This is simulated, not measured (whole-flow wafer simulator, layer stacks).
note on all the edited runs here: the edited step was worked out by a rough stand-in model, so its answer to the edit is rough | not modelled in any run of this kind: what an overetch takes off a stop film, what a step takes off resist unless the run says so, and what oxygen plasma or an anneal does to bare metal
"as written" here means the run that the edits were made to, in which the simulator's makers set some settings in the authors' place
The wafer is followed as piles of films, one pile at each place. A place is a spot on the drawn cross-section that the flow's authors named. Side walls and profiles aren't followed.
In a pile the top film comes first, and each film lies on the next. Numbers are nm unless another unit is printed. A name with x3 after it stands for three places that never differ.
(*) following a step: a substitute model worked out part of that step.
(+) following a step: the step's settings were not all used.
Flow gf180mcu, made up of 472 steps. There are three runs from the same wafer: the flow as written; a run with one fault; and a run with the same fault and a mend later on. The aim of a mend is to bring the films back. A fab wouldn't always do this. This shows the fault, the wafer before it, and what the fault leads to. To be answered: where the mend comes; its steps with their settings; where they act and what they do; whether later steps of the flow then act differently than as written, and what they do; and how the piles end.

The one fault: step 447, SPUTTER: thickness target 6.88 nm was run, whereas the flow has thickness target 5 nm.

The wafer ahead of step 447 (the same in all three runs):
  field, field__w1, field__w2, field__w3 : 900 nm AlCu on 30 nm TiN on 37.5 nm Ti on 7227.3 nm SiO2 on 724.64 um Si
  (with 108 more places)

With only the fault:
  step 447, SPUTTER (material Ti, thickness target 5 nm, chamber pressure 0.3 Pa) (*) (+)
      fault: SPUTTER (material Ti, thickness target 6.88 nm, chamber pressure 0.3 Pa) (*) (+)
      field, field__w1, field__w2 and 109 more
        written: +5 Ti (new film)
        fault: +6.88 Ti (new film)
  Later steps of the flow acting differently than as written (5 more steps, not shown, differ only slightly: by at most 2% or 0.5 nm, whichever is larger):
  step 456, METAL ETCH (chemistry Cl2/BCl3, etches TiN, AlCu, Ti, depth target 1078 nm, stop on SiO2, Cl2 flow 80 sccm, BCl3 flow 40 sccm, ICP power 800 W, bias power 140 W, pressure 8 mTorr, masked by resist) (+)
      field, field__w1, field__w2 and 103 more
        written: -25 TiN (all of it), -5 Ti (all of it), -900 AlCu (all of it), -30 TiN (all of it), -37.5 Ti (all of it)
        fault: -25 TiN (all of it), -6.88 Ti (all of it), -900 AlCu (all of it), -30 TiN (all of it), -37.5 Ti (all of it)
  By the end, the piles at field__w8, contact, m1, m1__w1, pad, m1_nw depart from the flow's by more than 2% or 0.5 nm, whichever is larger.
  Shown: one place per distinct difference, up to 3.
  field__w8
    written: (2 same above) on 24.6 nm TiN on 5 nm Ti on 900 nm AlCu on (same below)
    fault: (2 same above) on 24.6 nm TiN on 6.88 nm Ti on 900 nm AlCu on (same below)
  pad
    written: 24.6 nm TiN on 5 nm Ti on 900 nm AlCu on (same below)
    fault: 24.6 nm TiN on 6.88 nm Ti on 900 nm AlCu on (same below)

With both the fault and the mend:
  The mend follows step 447.
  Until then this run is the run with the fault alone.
  step 447a, METAL ETCH (chemistry Cl2/BCl3, etches TiN, AlCu, Ti, depth target 1.88 nm, Cl2 flow 80 sccm, BCl3 flow 40 sccm, ICP power 800 W, bias power 140 W, pressure 8 mTorr) (the flow's step 260 again, with other settings)
      field, field__w1, field__w2 and 109 more
        -1.88 Ti
  Later steps of the flow that are run all act as written at every place that is followed.
  At every place that both follow, the piles at the end match the flow's.
